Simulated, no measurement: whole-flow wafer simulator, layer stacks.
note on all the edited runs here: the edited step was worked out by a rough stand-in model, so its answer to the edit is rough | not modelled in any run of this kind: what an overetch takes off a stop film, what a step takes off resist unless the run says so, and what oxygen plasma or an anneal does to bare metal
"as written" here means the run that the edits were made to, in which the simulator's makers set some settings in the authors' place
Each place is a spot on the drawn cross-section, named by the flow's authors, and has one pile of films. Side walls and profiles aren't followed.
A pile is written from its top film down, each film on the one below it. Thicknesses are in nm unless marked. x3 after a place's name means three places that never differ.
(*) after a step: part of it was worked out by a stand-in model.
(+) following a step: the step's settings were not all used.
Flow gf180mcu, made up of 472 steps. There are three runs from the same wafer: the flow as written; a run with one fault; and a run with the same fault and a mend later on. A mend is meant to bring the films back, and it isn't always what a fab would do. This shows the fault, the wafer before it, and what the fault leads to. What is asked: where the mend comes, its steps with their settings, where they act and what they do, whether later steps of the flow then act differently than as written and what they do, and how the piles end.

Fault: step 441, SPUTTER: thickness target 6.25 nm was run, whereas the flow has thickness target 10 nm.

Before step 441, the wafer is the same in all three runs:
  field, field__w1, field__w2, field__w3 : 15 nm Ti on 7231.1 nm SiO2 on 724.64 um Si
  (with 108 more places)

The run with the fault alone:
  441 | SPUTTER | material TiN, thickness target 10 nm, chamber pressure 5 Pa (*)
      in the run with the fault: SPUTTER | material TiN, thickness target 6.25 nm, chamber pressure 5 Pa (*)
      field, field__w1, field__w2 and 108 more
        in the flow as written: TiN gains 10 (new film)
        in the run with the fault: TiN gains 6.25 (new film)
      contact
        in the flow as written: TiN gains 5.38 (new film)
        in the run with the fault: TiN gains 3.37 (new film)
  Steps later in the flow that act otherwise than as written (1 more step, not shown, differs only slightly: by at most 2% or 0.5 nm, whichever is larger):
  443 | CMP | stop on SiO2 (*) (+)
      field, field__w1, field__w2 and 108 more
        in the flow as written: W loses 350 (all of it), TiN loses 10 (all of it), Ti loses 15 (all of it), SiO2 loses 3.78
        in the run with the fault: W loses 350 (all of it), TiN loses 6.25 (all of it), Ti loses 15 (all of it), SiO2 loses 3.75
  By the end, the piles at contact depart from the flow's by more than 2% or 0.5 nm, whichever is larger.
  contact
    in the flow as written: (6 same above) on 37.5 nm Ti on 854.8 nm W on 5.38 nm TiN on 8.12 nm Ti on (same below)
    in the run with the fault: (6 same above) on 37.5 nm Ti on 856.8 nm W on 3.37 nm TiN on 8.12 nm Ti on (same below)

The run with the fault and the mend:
  After step 441 comes the mend.
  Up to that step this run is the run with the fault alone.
  441a | SPUTTER | material TiN, thickness target 3.75 nm, chamber pressure 5 Pa (*) (a further turn of the flow's step 441, with different settings)
      field, field__w1, field__w2 and 108 more
        TiN gains 3.75
      contact
        TiN gains 2.02
  Later steps of the flow that are run all act as written at every place that is followed.
  The piles end the same as the flow's at every place that both follow.
